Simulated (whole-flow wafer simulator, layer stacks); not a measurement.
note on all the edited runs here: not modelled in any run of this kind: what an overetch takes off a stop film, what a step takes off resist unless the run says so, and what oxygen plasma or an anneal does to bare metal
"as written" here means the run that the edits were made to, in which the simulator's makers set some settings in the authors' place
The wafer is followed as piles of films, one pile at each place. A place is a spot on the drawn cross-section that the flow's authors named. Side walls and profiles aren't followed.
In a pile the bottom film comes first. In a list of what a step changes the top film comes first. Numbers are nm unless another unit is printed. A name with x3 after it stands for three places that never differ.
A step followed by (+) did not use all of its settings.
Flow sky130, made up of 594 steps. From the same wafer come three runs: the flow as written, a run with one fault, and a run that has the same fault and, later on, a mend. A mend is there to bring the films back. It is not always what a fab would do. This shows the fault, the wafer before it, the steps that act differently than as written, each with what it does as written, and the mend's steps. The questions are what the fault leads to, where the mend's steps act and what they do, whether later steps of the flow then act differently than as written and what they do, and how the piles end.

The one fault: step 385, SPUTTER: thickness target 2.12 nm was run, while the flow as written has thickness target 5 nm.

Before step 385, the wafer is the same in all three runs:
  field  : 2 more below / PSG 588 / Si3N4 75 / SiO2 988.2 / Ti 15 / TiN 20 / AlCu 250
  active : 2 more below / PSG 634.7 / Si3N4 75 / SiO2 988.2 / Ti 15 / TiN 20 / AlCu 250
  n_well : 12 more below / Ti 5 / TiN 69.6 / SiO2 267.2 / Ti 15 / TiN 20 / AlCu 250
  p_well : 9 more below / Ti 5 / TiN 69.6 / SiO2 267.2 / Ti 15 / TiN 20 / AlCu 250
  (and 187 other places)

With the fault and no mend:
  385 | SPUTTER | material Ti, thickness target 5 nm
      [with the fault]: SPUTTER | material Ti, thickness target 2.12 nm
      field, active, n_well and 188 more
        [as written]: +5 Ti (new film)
        [with the fault]: +2.12 Ti (new film)
  Steps later in the flow that act otherwise than as written (16 other steps are not shown; they differ only slightly, by no more than 2% or 0.5 nm, whichever is larger):
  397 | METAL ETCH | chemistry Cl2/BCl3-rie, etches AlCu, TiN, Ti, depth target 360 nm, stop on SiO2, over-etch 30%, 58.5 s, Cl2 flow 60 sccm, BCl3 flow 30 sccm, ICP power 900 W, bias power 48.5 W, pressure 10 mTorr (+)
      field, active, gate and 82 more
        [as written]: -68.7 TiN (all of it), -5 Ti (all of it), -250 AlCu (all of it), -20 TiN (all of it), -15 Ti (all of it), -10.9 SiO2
        [with the fault]: -68.7 TiN (all of it), -2.12 Ti (all of it), -250 AlCu (all of it), -20 TiN (all of it), -15 Ti (all of it), -11.2 SiO2
  The piles end different from the flow's at n_well, p_well, gate_hv and 103 more by more than 2% or 0.5 nm, whichever is larger.
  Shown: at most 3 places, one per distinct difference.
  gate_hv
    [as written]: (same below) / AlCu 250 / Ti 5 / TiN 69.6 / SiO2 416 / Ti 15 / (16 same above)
    [with the fault]: (same below) / AlCu 250 / Ti 2.12 / TiN 69.6 / SiO2 418.9 / Ti 15 / (16 same above)
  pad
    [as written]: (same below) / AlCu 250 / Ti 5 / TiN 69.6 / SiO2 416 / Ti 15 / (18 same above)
    [with the fault]: (same below) / AlCu 250 / Ti 2.12 / TiN 69.6 / SiO2 418.9 / Ti 15 / (18 same above)
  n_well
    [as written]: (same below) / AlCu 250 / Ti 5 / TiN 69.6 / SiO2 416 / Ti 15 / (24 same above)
    [with the fault]: (same below) / AlCu 250 / Ti 2.12 / TiN 69.6 / SiO2 418.9 / Ti 15 / (24 same above)

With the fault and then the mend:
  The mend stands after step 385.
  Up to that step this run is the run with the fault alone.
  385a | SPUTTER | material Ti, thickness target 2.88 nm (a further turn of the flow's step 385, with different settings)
      field, active, n_well and 188 more
        +2.88 Ti
  Later steps of the flow that are run all act as written at every place that is followed.
  The piles end the same as the flow's at every place that both follow.
